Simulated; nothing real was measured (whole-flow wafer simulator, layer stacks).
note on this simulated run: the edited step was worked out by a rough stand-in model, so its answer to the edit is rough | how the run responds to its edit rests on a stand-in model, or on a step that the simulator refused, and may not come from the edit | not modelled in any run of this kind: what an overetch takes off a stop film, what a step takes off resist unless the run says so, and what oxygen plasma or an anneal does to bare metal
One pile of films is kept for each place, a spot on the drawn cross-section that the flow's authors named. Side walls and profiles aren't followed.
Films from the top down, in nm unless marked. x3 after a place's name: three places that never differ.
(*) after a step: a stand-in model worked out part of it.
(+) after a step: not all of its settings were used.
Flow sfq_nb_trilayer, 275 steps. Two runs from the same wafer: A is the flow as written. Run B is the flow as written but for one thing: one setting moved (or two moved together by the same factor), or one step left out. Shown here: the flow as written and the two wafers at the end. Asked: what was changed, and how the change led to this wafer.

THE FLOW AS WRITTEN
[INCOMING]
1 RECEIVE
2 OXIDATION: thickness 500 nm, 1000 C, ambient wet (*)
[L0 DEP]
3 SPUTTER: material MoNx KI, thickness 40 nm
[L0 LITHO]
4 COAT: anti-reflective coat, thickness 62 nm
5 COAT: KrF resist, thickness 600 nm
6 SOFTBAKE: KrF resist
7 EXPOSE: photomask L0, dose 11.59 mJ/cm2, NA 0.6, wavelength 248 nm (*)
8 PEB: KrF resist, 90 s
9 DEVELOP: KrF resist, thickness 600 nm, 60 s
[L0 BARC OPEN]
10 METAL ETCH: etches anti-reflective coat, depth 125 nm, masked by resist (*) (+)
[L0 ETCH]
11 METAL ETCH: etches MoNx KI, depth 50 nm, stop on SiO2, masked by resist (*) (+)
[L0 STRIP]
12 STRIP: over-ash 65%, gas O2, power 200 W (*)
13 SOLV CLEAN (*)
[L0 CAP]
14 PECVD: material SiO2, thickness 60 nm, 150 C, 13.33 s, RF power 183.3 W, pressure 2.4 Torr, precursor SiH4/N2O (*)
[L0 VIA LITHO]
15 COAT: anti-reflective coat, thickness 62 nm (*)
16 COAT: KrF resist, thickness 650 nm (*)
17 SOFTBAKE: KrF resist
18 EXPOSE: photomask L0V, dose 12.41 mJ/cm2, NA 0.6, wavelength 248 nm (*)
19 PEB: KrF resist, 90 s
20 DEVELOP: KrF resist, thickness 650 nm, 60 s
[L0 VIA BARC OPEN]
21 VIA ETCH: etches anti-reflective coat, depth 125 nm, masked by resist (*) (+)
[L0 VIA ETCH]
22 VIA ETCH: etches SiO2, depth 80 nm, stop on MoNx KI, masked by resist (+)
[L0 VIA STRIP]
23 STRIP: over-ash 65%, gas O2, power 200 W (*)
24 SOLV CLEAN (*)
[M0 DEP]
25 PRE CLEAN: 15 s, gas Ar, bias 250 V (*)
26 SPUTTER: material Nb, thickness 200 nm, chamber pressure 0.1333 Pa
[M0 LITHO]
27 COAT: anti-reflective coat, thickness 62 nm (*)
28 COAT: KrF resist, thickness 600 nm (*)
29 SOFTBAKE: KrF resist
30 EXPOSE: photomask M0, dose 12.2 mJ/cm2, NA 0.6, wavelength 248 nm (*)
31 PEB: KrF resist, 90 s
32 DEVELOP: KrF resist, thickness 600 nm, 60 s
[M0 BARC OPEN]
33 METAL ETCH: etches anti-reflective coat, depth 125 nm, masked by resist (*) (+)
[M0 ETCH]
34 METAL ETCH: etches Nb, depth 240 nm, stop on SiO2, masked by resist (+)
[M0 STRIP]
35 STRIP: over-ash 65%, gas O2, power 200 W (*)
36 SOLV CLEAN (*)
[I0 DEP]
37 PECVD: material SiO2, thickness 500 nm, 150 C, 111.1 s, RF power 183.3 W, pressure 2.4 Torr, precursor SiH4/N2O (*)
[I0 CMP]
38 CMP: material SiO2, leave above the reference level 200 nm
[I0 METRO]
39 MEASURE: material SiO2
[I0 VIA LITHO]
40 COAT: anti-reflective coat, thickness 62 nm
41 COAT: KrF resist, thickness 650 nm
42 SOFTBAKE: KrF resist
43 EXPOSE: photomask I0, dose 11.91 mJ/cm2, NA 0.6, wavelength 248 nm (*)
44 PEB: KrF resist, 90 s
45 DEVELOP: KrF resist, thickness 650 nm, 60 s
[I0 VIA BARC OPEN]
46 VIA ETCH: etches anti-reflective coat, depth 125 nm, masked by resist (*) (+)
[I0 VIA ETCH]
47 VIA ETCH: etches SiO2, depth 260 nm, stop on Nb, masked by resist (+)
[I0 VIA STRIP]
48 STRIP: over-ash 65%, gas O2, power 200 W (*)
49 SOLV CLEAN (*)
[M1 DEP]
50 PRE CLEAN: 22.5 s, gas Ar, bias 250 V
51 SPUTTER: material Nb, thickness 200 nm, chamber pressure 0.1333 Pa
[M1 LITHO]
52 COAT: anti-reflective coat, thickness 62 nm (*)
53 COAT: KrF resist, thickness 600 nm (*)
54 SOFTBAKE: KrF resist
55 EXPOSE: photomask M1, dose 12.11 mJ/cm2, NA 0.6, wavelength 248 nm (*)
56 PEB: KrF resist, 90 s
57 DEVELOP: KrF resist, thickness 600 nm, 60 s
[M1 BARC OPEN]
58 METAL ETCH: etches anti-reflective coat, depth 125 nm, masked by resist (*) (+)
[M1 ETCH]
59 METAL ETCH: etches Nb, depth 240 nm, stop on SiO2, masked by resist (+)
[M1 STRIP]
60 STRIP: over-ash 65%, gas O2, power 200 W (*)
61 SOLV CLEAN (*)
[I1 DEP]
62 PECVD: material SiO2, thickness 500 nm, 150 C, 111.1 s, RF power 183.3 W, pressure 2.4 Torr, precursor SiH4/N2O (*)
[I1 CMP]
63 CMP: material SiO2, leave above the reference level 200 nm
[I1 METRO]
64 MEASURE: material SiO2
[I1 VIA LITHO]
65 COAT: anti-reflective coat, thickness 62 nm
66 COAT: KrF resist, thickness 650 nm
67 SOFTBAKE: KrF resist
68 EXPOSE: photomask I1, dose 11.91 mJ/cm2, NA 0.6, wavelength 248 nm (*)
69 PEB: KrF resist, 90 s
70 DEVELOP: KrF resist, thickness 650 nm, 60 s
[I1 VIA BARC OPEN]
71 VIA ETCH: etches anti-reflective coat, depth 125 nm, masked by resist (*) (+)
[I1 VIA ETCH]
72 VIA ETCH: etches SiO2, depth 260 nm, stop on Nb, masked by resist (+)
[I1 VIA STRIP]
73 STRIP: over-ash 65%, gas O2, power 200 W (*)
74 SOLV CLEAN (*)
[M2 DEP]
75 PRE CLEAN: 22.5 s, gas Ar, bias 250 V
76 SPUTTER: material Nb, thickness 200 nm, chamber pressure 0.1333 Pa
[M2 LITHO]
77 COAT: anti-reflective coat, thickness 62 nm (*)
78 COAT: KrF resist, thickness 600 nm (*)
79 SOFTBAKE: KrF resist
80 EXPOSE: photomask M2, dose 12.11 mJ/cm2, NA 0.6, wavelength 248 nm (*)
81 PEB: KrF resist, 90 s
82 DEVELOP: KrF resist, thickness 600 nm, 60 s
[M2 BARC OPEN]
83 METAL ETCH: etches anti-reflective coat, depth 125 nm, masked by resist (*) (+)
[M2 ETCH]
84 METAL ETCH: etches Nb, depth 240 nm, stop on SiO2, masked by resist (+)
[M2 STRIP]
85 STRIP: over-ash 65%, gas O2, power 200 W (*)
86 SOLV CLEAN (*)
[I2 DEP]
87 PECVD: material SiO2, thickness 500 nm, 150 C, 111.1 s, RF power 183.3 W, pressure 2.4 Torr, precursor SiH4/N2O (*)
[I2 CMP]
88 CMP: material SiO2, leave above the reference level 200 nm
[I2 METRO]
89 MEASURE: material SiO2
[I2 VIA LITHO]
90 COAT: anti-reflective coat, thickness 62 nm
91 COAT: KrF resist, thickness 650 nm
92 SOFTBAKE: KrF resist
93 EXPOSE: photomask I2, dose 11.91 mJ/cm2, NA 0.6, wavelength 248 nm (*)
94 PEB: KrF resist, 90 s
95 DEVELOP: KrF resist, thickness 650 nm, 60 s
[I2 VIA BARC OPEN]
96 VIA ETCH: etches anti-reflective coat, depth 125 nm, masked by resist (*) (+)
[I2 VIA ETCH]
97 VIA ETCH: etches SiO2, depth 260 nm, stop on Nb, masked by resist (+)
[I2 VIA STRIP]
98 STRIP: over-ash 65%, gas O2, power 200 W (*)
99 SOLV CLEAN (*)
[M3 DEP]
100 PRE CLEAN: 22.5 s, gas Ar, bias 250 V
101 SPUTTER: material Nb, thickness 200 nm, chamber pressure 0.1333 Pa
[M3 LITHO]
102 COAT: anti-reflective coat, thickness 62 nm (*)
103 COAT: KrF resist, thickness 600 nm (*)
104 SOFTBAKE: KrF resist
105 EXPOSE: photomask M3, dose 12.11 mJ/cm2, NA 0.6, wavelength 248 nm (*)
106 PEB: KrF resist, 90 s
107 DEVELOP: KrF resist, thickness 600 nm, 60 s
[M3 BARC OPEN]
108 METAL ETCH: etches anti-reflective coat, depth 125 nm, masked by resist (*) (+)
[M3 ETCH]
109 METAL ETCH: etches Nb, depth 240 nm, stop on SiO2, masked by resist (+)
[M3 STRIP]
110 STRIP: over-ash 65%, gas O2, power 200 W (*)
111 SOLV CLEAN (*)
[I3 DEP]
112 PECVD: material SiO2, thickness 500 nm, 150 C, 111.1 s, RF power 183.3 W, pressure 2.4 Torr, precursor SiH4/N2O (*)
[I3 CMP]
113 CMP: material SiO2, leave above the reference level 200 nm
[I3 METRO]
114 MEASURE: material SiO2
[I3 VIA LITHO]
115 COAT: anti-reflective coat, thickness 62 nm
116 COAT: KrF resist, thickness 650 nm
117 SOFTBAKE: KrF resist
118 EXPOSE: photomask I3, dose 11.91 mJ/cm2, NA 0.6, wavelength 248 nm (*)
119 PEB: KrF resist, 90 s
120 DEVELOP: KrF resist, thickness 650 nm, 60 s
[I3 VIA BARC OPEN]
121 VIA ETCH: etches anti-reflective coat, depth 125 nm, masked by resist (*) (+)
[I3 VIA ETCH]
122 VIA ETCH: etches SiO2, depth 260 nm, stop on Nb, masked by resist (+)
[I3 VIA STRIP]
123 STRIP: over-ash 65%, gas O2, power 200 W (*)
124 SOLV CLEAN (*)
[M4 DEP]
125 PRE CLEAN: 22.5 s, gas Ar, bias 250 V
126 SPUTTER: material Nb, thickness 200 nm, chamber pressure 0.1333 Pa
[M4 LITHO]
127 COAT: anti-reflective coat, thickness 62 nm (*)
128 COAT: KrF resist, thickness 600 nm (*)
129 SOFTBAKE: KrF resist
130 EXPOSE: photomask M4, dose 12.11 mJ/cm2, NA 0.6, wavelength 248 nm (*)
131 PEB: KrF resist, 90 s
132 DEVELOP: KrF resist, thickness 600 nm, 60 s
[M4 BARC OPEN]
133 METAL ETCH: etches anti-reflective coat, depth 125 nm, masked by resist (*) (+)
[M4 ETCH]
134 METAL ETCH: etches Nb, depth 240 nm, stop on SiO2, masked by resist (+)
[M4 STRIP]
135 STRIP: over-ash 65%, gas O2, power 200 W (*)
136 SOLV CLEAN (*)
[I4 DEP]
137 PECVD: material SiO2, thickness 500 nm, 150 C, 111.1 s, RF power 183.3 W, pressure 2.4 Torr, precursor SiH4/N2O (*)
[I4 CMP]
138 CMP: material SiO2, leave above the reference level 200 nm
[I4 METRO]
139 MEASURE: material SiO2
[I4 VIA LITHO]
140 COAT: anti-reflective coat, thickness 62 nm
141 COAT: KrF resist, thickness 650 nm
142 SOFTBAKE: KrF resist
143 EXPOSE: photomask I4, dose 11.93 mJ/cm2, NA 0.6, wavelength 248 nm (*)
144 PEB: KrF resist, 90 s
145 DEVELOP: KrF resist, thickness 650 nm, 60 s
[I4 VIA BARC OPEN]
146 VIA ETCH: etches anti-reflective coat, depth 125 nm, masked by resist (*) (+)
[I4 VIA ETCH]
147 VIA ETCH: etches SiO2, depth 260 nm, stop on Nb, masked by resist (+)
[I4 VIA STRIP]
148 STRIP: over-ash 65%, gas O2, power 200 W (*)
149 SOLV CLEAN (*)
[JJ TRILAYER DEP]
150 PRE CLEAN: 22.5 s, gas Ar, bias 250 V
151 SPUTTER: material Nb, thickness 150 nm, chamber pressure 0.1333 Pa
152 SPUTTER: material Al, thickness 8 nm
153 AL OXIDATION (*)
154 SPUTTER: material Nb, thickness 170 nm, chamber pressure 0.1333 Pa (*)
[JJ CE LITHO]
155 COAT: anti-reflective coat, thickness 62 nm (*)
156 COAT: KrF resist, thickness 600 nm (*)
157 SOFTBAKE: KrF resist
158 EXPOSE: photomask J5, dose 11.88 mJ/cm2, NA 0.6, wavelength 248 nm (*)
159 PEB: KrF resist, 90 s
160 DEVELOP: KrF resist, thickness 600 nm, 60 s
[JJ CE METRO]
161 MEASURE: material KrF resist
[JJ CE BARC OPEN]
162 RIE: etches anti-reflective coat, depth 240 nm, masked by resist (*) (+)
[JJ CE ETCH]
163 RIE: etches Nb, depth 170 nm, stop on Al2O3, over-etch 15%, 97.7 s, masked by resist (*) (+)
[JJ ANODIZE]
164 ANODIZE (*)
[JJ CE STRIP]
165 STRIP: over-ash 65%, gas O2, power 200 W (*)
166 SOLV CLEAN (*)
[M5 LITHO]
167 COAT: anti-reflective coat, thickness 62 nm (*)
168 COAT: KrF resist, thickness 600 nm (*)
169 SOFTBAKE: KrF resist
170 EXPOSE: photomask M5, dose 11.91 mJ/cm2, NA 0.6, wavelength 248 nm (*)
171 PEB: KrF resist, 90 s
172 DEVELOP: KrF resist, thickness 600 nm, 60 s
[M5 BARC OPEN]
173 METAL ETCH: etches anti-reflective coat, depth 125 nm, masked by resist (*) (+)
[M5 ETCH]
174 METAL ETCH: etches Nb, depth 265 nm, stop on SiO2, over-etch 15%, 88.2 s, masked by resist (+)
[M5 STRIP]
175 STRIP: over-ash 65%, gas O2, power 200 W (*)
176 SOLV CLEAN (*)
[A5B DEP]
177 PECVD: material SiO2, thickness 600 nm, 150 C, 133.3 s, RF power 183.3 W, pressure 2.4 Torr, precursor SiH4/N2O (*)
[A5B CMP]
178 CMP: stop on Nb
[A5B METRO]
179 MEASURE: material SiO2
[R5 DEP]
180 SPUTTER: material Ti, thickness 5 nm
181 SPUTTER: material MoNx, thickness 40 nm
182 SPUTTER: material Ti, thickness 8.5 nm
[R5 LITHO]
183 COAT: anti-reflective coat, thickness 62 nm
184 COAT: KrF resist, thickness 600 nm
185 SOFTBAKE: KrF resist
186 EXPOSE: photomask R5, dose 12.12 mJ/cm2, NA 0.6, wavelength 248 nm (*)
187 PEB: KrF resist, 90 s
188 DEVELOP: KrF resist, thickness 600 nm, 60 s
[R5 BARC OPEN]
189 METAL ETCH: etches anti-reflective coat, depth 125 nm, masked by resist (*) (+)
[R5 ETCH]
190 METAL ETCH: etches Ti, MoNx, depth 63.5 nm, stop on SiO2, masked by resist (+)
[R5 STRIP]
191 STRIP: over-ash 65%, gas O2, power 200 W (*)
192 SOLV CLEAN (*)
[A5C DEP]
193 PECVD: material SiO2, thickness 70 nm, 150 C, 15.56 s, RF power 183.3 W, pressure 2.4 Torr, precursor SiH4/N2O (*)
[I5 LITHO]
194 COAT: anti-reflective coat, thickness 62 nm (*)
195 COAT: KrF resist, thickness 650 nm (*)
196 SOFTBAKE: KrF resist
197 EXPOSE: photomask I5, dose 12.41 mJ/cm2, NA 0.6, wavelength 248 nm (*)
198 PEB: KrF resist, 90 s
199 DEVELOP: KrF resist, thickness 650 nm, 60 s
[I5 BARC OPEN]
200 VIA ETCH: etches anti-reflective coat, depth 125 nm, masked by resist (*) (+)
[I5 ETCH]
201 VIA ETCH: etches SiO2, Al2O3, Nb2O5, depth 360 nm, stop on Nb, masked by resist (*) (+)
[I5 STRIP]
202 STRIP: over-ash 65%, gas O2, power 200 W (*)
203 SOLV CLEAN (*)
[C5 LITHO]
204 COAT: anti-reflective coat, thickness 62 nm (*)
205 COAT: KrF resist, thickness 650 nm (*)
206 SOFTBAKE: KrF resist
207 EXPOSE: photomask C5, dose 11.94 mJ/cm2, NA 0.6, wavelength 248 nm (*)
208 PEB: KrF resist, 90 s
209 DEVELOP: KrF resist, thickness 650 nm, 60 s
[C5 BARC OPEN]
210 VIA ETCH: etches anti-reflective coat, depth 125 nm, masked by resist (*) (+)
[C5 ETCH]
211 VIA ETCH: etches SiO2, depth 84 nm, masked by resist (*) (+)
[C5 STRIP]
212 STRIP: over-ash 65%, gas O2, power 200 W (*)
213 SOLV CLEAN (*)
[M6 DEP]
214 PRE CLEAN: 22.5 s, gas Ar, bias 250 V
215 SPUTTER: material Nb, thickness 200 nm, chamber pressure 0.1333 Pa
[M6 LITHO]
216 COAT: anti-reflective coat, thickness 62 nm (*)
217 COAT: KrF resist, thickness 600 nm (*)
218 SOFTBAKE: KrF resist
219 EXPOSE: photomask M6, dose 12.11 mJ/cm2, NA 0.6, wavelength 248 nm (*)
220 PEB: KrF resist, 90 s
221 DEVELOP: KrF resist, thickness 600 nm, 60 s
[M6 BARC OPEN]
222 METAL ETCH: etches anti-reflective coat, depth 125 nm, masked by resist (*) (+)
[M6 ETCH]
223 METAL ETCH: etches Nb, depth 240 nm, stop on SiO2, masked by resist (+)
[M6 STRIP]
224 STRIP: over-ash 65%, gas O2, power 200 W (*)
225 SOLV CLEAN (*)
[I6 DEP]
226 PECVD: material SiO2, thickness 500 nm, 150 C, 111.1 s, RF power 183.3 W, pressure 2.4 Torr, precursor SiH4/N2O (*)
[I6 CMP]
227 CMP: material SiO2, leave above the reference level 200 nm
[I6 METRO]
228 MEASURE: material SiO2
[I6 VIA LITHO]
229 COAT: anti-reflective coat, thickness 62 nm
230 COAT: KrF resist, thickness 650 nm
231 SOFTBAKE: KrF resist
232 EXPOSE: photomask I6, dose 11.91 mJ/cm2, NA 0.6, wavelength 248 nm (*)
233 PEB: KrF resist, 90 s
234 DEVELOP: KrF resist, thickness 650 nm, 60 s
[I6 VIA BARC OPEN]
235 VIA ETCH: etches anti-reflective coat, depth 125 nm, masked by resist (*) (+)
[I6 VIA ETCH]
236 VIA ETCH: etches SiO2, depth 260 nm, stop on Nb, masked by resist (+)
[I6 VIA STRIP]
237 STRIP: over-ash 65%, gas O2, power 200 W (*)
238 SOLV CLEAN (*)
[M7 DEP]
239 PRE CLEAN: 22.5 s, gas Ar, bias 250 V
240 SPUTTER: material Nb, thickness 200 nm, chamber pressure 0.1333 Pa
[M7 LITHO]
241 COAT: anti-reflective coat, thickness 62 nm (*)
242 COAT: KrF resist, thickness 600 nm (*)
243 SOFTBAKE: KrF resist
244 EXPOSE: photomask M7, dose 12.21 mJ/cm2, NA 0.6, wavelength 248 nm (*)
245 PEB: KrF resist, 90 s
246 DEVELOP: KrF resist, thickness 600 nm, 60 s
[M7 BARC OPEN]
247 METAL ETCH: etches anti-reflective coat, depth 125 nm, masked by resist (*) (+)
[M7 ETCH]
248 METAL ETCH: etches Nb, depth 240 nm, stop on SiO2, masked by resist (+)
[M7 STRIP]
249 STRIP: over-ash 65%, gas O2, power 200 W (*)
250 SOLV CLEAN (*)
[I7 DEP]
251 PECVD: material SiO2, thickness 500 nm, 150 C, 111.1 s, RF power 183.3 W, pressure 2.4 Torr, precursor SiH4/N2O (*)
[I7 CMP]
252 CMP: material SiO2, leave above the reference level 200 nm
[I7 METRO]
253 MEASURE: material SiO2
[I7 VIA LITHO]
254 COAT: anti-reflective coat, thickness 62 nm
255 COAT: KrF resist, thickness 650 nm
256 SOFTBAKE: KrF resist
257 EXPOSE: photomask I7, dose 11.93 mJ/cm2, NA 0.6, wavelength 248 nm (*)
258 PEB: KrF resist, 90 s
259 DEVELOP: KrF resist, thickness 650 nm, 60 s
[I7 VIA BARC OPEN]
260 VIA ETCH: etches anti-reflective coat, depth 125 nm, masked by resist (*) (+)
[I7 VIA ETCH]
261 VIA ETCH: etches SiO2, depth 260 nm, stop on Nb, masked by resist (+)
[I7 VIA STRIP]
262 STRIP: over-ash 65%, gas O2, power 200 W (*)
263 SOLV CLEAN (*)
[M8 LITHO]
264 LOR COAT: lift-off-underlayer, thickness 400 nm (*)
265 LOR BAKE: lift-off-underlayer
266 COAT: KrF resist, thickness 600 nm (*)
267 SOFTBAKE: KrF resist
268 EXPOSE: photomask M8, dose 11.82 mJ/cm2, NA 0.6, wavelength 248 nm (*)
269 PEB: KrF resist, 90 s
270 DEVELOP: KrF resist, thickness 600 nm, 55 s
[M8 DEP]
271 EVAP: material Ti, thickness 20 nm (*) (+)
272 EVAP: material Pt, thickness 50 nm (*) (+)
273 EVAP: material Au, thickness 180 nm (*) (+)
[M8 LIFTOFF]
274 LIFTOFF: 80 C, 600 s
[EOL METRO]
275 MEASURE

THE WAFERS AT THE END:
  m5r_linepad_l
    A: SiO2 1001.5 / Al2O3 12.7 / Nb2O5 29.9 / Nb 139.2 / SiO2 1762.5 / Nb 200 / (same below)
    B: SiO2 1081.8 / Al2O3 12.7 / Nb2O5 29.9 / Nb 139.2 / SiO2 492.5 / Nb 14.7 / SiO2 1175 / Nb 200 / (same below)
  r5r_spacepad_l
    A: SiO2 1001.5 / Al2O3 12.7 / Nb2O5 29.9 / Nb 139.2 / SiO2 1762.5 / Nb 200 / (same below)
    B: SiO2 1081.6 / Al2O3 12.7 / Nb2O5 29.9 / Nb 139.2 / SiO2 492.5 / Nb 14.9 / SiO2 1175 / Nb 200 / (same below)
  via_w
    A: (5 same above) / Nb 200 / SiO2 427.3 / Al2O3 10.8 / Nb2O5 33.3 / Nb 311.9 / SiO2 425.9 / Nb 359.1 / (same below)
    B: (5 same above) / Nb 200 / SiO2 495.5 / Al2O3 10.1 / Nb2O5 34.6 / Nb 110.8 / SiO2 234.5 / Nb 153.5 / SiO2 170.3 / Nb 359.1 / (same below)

The cause: step 112, PECVD: thickness 205 nm was run, where the flow has thickness 500 nm; step 112, PECVD: 45.56 s was run, where the flow has 111.1 s.

How the change led to this, step by step:
  112 PECVD: material SiO2, thickness 500 nm, 150 C, 111.1 s, RF power 183.3 W, pressure 2.4 Torr, precursor SiH4/N2O (*)
      field_l, be, be_sur and 64 more: A SiO2 +500 | B SiO2 +205
      v_sur, via_wl, via_wr and 27 more: A SiO2 +500 (new film) | B SiO2 +205 (new film)
      (and at 9 more places)
  113 CMP: material SiO2, leave above the reference level 200 nm
      field_l, be, be_sur and 64 more: A SiO2 -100 | B nothing
      p4_g1, p4_g2, p3_s0, p3_s1, p3_s2, p3_s3, p3_s4, p3_s5: A SiO2 -157.1 | B nothing
      (and at 31 more places)
  115 COAT: anti-reflective coat, thickness 62 nm
      p3_l1, p3_l2, p3_l3: A anti-reflective coat +62 (new film) | B anti-reflective coat +41.9 (new film)
      m0r_space_l, m6r_space_l, m7r_space_l: A anti-reflective coat +62 (new film) | B anti-reflective coat +81.8 (new film)
      (and at 84 more places)
  116 COAT: KrF resist, thickness 650 nm
      m0r_line_l, m6r_line_l, m7r_line_l: A KrF resist +650 (new film) | B KrF resist +686.8 (new film)
      m0r_space_l, m6r_space_l, m7r_space_l: A KrF resist +650 (new film) | B KrF resist +676.2 (new film)
      (and at 79 more places)
  120 DEVELOP: KrF resist, thickness 650 nm, 60 s
      via_v: A KrF resist -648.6 (all of it) | B KrF resist -578.3 (all of it)
  121 VIA ETCH: etches anti-reflective coat, depth 125 nm, masked by resist (*) (+)
      field_l, v_sur, via_wl and 102 more: A KrF resist -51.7 | B KrF resist -38.6
      via_v: A anti-reflective coat -62 (all of it), SiO2 -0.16 | B anti-reflective coat -46.4 (all of it), SiO2 -0.12
  123 STRIP: over-ash 65%, gas O2, power 200 W (*)
      m0r_line_l, m6r_line_l, m7r_line_l: A KrF resist -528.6 (all of it), anti-reflective coat -62 (all of it) | B KrF resist -578.3 (all of it), anti-reflective coat -61.4 (all of it)
      m0r_space_l, m6r_space_l, m7r_space_l: A KrF resist -528.6 (all of it), anti-reflective coat -62 (all of it) | B KrF resist -567.8 (all of it), anti-reflective coat -81.8 (all of it)
      (and at 99 more places)
  126 SPUTTER: material Nb, thickness 200 nm, chamber pressure 0.1333 Pa
      via_w: A Nb +200 (new film) | B Nb +153.5 (new film)
  127 COAT: anti-reflective coat, thickness 62 nm (*)
      m0r_space_l, m0r_space_r, m6r_space_l, m6r_space_r, m7r_space_l, m7r_space_r: A anti-reflective coat +62 (new film) | B anti-reflective coat +81.9 (new film)
      p3_l1, p3_l2, p3_l3: A anti-reflective coat +62 (new film) | B anti-reflective coat +42.2 (new film)
      (and at 81 more places)
  128 COAT: KrF resist, thickness 600 nm (*)
      m0r_space_l, m0r_space_r, m5r_space_l, m5r_space_r, m6r_space_l, m6r_space_r, m7r_space_l, m7r_space_r: A KrF resist +600 (new film) | B KrF resist +626.1 (new film)
      m0r_line_l, m0r_line_r, m6r_line_l, m6r_line_r, m7r_line_l, m7r_line_r: A KrF resist +600 (new film) | B KrF resist +636 (new film)
      (and at 71 more places)
  132 DEVELOP: KrF resist, thickness 600 nm, 60 s
      m0r_space_l, m0r_space_r, m5r_space_l, m5r_space_r, m6r_space_l, m6r_space_r, m7r_space_l, m7r_space_r: A KrF resist -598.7 (all of it) | B KrF resist -624.8 (all of it)
      m0r_line_l, m0r_line_r, m6r_line_l, m6r_line_r, m7r_line_l, m7r_line_r: A KrF resist -598.7 (all of it) | B KrF resist -634.7 (all of it)
      (and at 35 more places)
  133 METAL ETCH: etches anti-reflective coat, depth 125 nm, masked by resist (*) (+)
      m5r_linepad_l, m5r_linepad_r, r5r_spacepad_l, r5r_spacepad_r, m8r_pad_l, m8r_pad_r: A anti-reflective coat -62 (all of it) | B anti-reflective coat -125
      v_sur, via_wl, via_w and 36 more: A KrF resist -51.7 | B KrF resist -69.4
      (and at 48 more places)
  134 METAL ETCH: etches Nb, depth 240 nm, stop on SiO2, masked by resist (+)
      m5r_linepad_l, m5r_linepad_r: A Nb -200 (all of it) | B anti-reflective coat -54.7 (all of it), Nb -185.3
      r5r_spacepad_l, r5r_spacepad_r: A Nb -200 (all of it) | B anti-reflective coat -54.9 (all of it), Nb -185.1
      (and at 2 more places)
  135 STRIP: over-ash 65%, gas O2, power 200 W (*)
      v_sur: A KrF resist -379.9 (all of it), anti-reflective coat -61.4 (all of it) | B KrF resist -262.7 (all of it), anti-reflective coat -37.1 (all of it)
      via_wl: A KrF resist -379.4 (all of it), anti-reflective coat -61.3 (all of it) | B KrF resist -272.9 (all of it), anti-reflective coat -30.5 (all of it)
      (and at 37 more places)
  137 PECVD: material SiO2, thickness 500 nm, 150 C, 111.1 s, RF power 183.3 W, pressure 2.4 Torr, precursor SiH4/N2O (*)
      m5r_linepad_l, m5r_linepad_r, r5r_spacepad_l, r5r_spacepad_r: A SiO2 +500 | B SiO2 +500 (new film)
      p3_s0, p3_s1, p3_s2, p3_s3, p3_s4, p3_s5: A SiO2 +557.1 | B SiO2 +895
      (and at 3 more places)
  138 CMP: material SiO2, leave above the reference level 200 nm
      field_l, be, be_sur and 55 more: A SiO2 -100 | B nothing
      lsp_r, l0_sur, l0v: A SiO2 -91.9 | B nothing
      (and at 15 more places)
  ... 61 more steps ...
  274 LIFTOFF: 80 C, 600 s
      be: A Au -180 (all of it), Pt -50 (all of it), Ti -20 (all of it), KrF resist -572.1 (all of it), lift-off-underlayer -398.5 (all of it) | B Au -180 (all of it), Pt -50 (all of it), Ti -20 (all of it), KrF resist -613.7 (all of it), lift-off-underlayer -717.3 (all of it)
      be_sur: A Au -180 (all of it), Pt -50 (all of it), Ti -20 (all of it), KrF resist -572.6 (all of it), lift-off-underlayer -398.9 (all of it) | B Au -180 (all of it), Pt -50 (all of it), Ti -20 (all of it), KrF resist -587.2 (all of it), lift-off-underlayer -366.3 (all of it)
      (and at 1 more place)
Counting metal films that touch as one body, m5r_linepad_l has 3 bodies (between them, from the top down: SiO2 492.5; SiO2 1175); the flow as written gives 2 bodies (between them, from the top down: SiO2 1762.5).
Counting metal films that touch as one body, r5r_spacepad_l has 3 bodies (between them, from the top down: SiO2 492.5; SiO2 1175); the flow as written gives 2 bodies (between them, from the top down: SiO2 1762.5).
Counting metal films that touch as one body, via_w has 6 bodies (between them, from the top down: SiO2 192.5; SiO2 495.5 / Al2O3 10.1 / Nb2O5 34.6; SiO2 234.5; SiO2 170.3; SiO2 416.9); the flow as written gives 5 bodies (between them, from the top down: SiO2 192.5; SiO2 427.3 / Al2O3 10.8 / Nb2O5 33.3; SiO2 425.9; SiO2 416.9).
